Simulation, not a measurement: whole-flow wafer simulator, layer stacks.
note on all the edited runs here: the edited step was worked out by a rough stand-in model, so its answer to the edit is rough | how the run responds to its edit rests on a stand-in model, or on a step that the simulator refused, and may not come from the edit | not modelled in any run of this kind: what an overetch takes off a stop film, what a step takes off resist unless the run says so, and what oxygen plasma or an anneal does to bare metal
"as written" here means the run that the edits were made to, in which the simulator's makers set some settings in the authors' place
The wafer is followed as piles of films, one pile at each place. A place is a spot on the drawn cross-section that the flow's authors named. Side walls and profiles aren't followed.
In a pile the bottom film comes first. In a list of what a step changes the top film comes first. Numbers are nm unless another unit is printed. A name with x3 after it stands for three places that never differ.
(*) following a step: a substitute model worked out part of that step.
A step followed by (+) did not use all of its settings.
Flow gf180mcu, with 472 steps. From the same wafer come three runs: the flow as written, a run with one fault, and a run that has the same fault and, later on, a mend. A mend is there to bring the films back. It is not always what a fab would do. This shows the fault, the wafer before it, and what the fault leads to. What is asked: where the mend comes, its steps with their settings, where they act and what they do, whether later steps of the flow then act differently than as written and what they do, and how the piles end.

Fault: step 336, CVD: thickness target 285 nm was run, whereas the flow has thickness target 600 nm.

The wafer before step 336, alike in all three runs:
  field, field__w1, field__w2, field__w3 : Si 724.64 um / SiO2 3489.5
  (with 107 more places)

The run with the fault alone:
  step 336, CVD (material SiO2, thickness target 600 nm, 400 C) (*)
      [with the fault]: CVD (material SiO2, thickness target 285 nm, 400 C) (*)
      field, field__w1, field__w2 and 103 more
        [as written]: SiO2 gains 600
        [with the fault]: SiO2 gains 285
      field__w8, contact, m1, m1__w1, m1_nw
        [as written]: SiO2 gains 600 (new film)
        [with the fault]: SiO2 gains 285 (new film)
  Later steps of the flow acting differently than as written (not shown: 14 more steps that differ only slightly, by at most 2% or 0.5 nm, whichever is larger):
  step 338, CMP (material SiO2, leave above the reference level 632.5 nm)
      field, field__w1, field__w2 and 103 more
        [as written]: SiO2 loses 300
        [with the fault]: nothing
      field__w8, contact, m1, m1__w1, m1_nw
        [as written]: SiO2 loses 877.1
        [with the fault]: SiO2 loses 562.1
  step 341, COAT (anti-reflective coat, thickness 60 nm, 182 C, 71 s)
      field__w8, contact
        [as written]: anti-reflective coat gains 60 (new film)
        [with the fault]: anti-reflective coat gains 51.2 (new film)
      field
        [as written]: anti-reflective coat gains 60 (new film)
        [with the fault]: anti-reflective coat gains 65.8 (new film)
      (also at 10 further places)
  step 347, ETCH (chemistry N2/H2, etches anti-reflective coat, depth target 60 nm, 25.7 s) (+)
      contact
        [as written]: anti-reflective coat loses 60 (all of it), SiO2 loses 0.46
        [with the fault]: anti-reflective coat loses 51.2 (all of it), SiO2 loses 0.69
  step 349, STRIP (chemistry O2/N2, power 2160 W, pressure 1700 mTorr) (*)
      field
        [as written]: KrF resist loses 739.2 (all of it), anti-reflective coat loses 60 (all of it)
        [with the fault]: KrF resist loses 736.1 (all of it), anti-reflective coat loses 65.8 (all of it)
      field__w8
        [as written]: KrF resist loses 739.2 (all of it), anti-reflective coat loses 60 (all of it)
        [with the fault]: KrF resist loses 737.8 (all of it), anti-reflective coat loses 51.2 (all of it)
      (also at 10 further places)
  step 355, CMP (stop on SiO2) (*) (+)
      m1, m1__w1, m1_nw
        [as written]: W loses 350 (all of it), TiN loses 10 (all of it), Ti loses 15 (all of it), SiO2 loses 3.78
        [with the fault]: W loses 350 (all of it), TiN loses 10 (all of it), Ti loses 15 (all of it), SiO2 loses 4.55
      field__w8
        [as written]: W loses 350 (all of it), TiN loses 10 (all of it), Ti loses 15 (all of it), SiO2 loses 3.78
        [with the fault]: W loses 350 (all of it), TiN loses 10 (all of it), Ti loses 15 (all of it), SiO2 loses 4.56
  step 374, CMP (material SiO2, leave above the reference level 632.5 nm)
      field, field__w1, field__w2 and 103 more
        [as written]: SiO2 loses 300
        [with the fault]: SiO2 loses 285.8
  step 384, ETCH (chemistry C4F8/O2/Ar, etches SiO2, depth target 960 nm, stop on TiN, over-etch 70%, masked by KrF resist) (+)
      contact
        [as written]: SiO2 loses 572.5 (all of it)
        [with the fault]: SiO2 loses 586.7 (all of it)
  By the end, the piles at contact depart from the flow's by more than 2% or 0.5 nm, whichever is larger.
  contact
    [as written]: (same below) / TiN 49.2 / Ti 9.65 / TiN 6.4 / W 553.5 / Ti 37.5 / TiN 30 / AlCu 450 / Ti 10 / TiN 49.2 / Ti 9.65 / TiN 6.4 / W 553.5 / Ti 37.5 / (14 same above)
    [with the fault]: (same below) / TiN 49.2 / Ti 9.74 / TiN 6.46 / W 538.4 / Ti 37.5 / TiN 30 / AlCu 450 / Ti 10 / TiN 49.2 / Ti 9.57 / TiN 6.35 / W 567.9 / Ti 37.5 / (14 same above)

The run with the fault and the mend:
  The mend follows step 336.
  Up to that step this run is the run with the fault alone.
  step 336a, CVD (material SiO2, thickness target 315 nm, 400 C) (*) (a further turn of the flow's step 336, with different settings)
      field, field__w1, field__w2 and 108 more
        SiO2 gains 315
  Later steps of the flow that are run all act as written at every place that is followed.
  The piles end the same as the flow's at every place that both follow.
